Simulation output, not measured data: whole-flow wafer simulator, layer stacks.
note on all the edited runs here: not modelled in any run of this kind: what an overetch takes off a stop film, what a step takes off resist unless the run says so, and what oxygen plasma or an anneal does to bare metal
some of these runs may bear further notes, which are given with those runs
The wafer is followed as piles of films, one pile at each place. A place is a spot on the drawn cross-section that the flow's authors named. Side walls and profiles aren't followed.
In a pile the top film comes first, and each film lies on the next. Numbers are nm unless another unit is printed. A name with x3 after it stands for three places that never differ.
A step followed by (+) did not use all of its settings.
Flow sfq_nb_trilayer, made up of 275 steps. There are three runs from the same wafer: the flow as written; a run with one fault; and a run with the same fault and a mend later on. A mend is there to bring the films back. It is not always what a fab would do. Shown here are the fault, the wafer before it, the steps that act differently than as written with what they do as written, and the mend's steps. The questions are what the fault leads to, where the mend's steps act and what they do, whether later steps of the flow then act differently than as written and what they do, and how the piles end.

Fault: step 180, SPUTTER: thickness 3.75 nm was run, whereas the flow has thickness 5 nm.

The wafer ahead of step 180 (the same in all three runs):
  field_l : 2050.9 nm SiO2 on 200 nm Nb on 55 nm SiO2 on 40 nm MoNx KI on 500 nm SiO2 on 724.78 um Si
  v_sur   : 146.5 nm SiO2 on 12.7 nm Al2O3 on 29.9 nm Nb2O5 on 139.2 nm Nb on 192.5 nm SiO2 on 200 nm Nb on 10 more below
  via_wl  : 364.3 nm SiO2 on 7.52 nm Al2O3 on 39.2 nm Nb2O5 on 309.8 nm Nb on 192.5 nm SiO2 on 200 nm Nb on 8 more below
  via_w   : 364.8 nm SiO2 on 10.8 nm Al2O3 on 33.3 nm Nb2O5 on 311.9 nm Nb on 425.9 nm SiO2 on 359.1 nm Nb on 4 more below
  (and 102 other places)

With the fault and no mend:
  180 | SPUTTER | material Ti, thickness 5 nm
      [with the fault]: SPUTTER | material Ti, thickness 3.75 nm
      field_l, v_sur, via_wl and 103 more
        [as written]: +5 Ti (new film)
        [with the fault]: +3.75 Ti (new film)
  Steps further on in the flow that do not act as written (not shown: 19 more steps that differ only slightly, by at most 2% or 0.5 nm, whichever is larger):
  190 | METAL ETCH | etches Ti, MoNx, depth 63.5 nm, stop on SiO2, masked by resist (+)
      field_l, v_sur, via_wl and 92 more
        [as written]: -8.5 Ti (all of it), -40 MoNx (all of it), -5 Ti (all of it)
        [with the fault]: -8.5 Ti (all of it), -40 MoNx (all of it), -3.75 Ti (all of it)
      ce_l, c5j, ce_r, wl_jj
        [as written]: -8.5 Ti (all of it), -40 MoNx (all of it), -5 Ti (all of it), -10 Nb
        [with the fault]: -8.5 Ti (all of it), -40 MoNx (all of it), -3.75 Ti (all of it), -11.2 Nb
  The piles end different from the flow's at be_r, r_sur, res, r_end, r5r_line_l, r5r_line_c, r5r_line_r by more than 2% or 0.5 nm, whichever is larger.
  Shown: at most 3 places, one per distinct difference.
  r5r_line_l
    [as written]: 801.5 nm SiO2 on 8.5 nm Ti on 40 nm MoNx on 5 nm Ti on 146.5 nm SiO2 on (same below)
    [with the fault]: 802.8 nm SiO2 on 8.5 nm Ti on 40 nm MoNx on 3.75 nm Ti on 146.5 nm SiO2 on (same below)
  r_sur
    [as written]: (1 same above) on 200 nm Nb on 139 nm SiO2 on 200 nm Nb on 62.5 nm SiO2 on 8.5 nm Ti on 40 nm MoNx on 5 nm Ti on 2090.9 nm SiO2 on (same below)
    [with the fault]: (1 same above) on 200 nm Nb on 140.2 nm SiO2 on 200 nm Nb on 62.5 nm SiO2 on 8.5 nm Ti on 40 nm MoNx on 3.75 nm Ti on 2090.9 nm SiO2 on (same below)
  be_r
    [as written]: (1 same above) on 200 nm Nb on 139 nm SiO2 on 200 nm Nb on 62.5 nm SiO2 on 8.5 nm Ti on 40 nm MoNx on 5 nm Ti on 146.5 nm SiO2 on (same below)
    [with the fault]: (1 same above) on 200 nm Nb on 140.2 nm SiO2 on 200 nm Nb on 62.5 nm SiO2 on 8.5 nm Ti on 40 nm MoNx on 3.75 nm Ti on 146.5 nm SiO2 on (same below)

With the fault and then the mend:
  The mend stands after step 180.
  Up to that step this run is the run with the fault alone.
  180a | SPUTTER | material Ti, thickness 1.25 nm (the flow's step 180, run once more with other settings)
      field_l, v_sur, via_wl and 103 more
        +1.25 Ti
  None of the later steps of the flow acts differently than as written at any place that is followed.
  By the end, the piles equal the flow's at every place that both follow.
